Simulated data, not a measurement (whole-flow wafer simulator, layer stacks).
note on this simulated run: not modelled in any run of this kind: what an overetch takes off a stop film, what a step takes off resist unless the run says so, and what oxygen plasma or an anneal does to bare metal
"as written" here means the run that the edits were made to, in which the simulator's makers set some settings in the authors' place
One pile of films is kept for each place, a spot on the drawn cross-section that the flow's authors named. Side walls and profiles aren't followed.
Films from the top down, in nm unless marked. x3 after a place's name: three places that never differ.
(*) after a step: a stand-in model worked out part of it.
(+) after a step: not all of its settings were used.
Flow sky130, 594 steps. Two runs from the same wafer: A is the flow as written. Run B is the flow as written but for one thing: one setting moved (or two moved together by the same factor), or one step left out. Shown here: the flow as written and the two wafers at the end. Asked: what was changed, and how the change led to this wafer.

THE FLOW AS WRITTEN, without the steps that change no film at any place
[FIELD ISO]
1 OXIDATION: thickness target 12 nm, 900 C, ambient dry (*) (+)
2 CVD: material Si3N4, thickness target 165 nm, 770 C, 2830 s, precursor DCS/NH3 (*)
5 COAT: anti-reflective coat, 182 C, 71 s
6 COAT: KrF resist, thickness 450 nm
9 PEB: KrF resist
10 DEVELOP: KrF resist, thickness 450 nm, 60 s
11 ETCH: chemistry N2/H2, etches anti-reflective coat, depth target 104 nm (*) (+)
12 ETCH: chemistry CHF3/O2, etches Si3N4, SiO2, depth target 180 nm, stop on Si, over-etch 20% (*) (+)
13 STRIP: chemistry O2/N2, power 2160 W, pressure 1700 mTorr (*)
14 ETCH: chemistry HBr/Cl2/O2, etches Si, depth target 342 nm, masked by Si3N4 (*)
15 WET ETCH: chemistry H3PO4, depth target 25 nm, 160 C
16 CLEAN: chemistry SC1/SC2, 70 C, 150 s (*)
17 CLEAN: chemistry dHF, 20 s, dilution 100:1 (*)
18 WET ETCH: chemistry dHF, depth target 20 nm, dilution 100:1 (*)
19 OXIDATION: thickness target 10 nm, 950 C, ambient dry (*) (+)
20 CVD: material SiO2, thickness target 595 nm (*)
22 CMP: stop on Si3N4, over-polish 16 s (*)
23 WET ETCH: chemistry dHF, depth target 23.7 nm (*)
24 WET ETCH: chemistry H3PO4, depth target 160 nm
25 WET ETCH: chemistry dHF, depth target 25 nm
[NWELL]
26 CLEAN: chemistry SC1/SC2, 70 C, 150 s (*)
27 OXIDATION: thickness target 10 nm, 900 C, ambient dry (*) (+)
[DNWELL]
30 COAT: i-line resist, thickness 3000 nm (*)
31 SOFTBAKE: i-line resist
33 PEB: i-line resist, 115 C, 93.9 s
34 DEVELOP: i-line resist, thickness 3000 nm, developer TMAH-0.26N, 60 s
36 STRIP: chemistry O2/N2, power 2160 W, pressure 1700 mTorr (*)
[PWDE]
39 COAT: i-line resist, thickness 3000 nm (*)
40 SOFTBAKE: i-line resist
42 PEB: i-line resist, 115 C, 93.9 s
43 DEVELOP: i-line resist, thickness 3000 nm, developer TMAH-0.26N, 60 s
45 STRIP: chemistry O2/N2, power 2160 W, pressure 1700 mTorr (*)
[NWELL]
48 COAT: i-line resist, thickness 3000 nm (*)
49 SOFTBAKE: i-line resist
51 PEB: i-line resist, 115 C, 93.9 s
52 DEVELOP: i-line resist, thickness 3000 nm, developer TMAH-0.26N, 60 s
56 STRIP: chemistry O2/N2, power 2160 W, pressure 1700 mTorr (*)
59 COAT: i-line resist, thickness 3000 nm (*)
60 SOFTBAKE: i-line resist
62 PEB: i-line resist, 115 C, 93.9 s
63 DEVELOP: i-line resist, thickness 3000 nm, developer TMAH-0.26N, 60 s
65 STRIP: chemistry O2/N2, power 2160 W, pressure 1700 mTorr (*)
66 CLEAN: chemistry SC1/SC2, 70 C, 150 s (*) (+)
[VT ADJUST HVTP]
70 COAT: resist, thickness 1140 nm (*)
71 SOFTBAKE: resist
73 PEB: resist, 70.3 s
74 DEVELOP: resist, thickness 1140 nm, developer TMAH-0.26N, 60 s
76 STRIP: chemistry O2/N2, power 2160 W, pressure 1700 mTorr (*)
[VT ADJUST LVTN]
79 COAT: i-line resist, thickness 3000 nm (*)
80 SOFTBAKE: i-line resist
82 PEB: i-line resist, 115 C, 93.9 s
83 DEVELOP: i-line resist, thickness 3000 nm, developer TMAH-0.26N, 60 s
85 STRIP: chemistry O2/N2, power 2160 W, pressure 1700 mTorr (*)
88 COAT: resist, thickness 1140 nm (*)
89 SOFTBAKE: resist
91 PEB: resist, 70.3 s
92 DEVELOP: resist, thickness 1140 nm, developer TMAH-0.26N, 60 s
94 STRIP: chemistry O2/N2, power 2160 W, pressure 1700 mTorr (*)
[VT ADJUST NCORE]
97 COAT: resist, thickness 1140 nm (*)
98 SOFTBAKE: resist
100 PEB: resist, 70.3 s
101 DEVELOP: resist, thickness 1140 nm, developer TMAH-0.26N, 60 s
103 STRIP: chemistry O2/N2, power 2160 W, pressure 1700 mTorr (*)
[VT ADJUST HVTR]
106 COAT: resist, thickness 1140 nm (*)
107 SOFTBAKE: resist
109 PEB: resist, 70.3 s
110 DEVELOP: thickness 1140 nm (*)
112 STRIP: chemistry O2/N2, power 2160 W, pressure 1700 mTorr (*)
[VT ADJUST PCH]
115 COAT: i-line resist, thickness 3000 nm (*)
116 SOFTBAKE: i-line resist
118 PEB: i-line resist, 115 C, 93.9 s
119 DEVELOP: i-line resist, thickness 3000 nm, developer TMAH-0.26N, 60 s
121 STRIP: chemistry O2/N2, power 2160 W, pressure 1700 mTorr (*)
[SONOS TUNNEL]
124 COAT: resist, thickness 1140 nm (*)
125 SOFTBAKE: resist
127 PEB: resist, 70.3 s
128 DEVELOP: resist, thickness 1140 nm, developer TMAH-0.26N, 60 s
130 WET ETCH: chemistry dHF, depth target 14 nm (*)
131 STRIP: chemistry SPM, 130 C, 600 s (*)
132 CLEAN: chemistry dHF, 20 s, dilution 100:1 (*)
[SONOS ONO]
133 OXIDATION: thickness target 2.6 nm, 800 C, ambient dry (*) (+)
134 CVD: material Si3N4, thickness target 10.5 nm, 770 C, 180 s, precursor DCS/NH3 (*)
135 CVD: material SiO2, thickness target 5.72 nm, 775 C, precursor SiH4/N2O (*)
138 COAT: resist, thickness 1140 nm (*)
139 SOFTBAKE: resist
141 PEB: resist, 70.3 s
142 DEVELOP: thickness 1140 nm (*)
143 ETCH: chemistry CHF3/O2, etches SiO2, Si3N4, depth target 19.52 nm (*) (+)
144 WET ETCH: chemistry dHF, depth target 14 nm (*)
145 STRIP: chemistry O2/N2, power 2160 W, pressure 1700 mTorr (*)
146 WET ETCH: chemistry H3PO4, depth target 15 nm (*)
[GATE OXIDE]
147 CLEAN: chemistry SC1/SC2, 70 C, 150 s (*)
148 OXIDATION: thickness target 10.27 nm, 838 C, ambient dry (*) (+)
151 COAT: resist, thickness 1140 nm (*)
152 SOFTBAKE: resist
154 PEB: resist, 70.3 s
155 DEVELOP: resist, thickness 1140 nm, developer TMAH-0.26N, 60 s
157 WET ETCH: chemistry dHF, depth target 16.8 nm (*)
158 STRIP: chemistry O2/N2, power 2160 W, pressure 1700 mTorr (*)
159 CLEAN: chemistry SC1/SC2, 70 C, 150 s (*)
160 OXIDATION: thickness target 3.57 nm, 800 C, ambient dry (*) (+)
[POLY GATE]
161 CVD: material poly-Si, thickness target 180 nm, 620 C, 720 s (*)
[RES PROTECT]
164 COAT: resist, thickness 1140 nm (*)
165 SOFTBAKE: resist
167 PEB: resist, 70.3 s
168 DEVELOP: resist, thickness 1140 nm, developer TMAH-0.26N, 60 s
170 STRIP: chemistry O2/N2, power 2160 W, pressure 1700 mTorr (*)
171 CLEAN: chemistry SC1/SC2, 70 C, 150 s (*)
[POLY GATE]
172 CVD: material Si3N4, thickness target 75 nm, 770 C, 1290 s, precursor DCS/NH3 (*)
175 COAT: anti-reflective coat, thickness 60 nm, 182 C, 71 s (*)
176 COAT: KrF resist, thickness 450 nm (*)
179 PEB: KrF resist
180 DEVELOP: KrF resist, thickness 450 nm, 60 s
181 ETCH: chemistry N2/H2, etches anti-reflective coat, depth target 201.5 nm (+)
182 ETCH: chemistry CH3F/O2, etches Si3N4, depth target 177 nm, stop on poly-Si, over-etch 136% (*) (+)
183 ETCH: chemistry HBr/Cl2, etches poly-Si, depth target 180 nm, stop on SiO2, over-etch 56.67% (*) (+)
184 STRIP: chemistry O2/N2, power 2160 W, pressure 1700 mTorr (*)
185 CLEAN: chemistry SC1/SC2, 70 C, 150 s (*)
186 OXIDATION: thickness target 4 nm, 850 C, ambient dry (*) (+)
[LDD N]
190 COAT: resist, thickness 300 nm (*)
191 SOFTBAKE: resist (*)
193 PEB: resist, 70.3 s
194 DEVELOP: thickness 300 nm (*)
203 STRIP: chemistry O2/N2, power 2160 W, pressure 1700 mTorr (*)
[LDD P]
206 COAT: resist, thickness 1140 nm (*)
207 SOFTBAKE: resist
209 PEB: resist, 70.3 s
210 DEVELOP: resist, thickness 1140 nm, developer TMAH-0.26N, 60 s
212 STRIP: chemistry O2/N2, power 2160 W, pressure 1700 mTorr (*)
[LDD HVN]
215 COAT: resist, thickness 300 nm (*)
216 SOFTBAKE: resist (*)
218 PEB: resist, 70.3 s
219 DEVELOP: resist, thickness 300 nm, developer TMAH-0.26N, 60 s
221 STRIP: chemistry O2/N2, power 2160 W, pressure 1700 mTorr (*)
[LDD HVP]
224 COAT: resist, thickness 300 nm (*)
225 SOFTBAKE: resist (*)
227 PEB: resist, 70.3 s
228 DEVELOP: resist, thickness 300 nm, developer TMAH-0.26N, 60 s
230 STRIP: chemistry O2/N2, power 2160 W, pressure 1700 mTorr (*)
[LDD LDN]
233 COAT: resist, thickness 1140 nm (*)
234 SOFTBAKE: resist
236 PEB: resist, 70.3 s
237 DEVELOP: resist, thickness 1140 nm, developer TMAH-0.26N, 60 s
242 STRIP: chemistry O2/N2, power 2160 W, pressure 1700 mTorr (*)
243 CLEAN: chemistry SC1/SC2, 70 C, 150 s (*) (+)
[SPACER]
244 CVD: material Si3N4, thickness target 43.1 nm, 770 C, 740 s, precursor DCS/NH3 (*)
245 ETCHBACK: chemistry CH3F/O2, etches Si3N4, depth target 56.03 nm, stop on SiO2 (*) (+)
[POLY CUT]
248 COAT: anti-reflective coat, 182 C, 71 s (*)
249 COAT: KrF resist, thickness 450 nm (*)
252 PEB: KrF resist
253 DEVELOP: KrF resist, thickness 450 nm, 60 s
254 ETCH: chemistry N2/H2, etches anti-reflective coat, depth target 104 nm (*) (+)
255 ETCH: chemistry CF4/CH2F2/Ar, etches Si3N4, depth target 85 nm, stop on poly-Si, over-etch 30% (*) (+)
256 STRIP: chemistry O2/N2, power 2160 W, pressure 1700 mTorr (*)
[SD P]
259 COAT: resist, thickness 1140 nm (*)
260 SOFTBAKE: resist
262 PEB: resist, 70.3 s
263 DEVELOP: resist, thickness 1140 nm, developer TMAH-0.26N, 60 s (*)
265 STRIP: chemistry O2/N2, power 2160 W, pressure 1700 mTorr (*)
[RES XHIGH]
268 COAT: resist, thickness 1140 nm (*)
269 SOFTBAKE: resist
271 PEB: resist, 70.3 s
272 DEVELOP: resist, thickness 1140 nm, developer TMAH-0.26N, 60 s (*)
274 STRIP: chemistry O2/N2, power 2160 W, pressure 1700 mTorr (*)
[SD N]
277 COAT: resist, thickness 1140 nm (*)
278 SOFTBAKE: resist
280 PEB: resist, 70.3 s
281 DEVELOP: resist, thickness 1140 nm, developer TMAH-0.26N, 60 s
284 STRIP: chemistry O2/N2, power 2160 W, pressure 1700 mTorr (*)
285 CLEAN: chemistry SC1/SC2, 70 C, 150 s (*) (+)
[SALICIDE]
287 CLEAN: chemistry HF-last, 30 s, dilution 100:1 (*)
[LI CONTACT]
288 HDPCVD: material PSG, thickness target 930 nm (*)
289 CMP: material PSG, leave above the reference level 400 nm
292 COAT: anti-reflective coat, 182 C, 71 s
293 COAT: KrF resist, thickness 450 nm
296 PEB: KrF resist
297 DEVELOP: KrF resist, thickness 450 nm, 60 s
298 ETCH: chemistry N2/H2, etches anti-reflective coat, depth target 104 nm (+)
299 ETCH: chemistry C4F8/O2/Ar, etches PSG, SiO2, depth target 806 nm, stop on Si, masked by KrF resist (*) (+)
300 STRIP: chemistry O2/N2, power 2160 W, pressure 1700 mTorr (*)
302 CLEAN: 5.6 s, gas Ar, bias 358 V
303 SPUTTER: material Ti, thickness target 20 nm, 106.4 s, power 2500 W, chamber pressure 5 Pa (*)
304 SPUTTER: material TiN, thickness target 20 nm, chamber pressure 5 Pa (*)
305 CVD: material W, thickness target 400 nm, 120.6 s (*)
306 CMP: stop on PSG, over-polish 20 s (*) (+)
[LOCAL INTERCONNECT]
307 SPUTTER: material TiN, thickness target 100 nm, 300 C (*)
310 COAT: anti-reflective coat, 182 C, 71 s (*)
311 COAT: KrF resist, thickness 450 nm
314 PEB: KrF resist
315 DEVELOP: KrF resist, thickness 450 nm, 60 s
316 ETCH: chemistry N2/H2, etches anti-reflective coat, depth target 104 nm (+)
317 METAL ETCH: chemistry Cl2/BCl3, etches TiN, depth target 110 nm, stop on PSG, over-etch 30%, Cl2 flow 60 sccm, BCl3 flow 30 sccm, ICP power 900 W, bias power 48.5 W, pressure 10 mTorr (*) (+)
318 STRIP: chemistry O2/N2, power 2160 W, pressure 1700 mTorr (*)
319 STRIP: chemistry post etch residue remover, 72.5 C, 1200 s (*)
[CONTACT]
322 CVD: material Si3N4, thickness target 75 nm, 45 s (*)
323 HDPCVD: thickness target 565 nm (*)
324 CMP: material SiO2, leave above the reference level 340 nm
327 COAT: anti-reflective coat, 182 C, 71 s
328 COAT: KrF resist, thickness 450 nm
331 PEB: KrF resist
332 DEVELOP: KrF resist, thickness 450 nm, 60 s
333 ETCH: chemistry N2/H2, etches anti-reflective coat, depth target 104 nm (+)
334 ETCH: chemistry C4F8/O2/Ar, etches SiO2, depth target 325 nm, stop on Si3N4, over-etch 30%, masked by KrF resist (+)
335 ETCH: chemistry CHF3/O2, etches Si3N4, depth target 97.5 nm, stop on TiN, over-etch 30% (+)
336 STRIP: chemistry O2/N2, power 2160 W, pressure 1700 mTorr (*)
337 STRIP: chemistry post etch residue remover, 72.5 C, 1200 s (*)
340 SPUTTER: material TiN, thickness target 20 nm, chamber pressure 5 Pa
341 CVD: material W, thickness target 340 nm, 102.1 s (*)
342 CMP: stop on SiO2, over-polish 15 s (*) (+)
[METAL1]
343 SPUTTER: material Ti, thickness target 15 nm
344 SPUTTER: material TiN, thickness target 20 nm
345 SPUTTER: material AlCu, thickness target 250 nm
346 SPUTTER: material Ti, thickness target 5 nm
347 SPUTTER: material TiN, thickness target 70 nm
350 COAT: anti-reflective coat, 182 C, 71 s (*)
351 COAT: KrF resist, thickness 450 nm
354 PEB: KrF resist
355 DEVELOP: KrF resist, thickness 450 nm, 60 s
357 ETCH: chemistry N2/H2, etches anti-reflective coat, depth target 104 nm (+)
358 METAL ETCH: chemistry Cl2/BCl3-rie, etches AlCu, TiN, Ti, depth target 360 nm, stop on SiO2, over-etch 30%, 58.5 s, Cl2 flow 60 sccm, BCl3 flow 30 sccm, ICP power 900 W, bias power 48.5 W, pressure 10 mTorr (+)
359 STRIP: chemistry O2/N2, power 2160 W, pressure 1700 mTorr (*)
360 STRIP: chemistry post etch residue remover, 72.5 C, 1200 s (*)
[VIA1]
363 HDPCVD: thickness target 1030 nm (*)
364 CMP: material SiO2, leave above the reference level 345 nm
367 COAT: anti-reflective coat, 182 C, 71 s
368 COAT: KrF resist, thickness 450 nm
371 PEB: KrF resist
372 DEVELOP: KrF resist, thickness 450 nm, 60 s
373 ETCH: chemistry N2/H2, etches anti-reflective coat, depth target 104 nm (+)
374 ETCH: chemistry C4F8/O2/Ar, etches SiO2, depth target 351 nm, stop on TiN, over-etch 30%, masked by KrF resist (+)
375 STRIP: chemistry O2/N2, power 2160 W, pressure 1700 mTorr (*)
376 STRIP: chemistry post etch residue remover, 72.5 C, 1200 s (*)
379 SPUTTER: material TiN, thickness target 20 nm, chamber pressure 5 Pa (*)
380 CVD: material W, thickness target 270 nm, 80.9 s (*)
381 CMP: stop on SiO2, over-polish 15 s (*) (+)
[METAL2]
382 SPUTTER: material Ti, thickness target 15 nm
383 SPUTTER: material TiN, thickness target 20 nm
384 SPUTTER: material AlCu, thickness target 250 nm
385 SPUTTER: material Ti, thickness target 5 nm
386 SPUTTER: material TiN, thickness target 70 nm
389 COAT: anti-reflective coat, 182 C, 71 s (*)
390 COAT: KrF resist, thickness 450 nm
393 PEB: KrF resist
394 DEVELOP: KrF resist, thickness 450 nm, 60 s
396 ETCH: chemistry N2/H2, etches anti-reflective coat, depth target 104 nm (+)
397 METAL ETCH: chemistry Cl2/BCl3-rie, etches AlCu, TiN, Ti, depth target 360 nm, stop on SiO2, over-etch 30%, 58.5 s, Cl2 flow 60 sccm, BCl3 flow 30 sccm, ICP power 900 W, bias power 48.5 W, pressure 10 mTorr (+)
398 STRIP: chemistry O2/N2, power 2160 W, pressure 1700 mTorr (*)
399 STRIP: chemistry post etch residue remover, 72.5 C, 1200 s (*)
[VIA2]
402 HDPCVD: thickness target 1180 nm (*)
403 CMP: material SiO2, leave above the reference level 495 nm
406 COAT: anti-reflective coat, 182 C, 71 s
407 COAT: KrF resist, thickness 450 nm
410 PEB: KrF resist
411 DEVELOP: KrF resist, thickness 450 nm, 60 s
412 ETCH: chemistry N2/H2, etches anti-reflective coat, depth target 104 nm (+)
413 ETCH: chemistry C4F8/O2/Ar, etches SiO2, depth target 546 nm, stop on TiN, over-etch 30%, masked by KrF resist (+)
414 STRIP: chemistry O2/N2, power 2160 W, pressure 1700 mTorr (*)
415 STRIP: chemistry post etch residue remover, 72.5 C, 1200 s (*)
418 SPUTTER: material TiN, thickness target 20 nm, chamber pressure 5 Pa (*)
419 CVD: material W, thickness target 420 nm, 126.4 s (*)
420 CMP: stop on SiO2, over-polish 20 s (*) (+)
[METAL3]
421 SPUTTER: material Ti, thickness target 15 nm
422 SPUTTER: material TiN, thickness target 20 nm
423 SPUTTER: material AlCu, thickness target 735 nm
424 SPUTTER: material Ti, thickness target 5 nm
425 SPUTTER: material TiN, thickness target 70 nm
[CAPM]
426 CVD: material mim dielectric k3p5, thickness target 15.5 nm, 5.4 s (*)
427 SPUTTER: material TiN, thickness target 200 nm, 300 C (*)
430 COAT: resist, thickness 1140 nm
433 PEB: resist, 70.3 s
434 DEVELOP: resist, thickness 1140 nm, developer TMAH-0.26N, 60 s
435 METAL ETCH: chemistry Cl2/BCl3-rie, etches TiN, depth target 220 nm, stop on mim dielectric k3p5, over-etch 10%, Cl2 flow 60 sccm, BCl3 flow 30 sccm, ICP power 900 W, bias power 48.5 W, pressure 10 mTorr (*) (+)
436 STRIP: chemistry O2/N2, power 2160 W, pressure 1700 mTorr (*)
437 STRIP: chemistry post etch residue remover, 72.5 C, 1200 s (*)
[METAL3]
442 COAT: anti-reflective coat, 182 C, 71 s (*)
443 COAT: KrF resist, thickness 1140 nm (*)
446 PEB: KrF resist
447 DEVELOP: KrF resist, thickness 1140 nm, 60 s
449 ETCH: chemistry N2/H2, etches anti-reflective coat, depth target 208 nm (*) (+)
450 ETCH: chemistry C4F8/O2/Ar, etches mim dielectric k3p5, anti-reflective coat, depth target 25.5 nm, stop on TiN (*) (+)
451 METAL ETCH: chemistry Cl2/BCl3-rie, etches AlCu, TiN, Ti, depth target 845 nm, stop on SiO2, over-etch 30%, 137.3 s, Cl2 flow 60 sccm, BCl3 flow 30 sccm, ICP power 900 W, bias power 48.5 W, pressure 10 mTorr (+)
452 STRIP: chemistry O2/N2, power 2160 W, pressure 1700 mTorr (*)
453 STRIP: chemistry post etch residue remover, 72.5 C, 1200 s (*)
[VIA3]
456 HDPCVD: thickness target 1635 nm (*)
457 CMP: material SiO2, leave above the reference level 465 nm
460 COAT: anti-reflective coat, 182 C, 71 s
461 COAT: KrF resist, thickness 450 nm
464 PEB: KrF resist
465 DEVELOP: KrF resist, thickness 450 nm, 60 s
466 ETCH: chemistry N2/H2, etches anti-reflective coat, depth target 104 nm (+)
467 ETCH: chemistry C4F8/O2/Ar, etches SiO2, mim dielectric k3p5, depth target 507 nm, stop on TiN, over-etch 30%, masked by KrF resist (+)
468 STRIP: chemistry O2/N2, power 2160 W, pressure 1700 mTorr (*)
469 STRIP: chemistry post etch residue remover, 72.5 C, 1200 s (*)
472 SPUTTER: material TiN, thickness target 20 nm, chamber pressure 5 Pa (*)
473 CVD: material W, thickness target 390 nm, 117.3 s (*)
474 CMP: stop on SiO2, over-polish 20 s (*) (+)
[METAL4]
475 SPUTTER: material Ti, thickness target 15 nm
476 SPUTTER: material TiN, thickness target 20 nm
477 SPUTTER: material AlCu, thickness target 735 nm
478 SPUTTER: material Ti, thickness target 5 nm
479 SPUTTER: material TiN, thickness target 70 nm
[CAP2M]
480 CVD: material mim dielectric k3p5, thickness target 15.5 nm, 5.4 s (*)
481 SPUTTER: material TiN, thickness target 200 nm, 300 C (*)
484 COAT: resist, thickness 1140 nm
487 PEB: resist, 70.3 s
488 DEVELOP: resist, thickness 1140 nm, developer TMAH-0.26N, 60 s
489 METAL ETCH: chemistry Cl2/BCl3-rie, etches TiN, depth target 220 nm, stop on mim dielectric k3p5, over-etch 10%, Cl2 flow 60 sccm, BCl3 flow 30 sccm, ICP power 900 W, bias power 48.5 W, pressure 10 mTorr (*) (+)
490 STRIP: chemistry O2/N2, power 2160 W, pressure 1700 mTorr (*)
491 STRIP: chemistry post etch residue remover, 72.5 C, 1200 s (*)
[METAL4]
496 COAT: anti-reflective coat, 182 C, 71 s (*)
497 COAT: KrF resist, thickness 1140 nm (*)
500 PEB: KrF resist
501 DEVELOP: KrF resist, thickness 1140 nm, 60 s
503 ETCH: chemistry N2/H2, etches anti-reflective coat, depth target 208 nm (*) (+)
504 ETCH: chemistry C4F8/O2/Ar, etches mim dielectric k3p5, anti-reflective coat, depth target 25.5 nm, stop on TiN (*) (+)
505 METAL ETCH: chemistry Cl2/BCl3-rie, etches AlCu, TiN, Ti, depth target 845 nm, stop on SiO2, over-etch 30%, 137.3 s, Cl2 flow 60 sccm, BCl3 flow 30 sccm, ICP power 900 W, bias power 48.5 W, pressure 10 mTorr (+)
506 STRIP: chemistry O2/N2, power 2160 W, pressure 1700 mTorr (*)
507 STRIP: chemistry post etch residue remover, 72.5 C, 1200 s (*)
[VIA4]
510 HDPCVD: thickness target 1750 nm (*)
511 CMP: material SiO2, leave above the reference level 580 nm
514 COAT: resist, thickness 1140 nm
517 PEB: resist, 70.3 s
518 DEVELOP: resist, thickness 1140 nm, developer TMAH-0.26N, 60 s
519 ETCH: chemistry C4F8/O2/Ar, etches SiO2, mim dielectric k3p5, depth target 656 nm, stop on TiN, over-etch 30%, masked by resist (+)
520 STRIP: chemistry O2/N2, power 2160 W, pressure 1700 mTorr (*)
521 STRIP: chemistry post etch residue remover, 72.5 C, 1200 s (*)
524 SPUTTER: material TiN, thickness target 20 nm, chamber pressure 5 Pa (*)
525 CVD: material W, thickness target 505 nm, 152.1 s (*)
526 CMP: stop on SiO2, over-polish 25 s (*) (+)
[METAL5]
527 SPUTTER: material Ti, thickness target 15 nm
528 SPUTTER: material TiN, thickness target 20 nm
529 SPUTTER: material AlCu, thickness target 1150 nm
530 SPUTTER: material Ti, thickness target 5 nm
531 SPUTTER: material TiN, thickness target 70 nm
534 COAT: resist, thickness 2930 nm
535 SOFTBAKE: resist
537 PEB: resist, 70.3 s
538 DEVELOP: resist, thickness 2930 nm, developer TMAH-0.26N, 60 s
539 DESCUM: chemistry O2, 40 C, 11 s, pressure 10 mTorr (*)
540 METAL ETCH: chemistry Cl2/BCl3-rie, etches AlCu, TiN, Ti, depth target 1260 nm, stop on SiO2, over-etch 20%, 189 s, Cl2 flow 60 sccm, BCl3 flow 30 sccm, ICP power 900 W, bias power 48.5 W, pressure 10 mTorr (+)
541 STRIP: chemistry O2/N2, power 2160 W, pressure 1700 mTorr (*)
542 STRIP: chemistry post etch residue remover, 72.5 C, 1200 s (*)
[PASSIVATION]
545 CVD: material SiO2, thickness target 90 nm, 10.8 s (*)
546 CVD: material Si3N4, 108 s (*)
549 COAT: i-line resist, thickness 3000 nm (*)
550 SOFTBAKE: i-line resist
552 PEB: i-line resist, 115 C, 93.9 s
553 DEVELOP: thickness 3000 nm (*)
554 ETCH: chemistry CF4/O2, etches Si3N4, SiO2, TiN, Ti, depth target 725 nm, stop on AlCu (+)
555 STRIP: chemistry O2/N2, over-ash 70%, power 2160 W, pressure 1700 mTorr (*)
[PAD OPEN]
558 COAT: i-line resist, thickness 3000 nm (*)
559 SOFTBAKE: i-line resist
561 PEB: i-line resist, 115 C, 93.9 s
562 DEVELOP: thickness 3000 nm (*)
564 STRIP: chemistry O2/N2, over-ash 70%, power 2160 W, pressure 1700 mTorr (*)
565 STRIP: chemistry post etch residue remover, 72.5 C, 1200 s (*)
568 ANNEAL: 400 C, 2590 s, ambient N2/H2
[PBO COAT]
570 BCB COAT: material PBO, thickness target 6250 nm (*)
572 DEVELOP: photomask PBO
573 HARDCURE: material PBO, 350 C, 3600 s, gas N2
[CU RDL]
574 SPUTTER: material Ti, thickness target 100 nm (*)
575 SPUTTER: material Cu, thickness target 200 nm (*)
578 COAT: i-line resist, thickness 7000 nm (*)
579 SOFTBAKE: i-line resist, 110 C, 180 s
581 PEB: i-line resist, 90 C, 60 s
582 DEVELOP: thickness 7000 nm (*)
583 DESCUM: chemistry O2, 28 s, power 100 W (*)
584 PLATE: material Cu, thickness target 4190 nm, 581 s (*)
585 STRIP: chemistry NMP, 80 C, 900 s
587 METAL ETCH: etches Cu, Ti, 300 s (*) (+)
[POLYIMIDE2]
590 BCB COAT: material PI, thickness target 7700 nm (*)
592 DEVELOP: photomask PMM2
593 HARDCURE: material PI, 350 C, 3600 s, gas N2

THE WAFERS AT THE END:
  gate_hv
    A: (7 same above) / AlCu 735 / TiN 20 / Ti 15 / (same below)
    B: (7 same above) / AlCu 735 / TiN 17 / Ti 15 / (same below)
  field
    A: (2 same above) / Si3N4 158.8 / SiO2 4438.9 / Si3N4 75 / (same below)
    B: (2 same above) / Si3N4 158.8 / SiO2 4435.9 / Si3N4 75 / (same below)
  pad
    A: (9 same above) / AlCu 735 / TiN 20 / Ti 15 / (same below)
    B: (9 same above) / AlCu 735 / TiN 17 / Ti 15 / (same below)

The cause: step 476, SPUTTER: thickness target 17 nm was run, where the flow has thickness target 20 nm.
It can be read off the wafer: gate_hv has TiN 17, and step 476 as written asks for 20 nm.

How the change led to this, step by step:
  476 SPUTTER: material TiN, thickness target 20 nm
      field, active, n_well and 189 more: A TiN +20 (new film) | B TiN +17 (new film)
  505 METAL ETCH: chemistry Cl2/BCl3-rie, etches AlCu, TiN, Ti, depth target 845 nm, stop on SiO2, over-etch 30%, 137.3 s, Cl2 flow 60 sccm, BCl3 flow 30 sccm, ICP power 900 W, bias power 48.5 W, pressure 10 mTorr (+)
      field, gate, spacer and 64 more: A TiN -70 (all of it), Ti -5 (all of it), AlCu -735 (all of it), TiN -20 (all of it), Ti -15 (all of it), SiO2 -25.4 | B TiN -70 (all of it), Ti -5 (all of it), AlCu -735 (all of it), TiN -17 (all of it), Ti -15 (all of it), SiO2 -25.7
      vpp_iso1, m1_ln, rpo_hd and 6 more: A TiN -70 (all of it), Ti -5 (all of it), AlCu -735 (all of it), TiN -20 (all of it), Ti -15 (all of it), SiO2 -25.3 | B TiN -70 (all of it), Ti -5 (all of it), AlCu -735 (all of it), TiN -17 (all of it), Ti -15 (all of it), SiO2 -25.6
      (and at 12 more places)
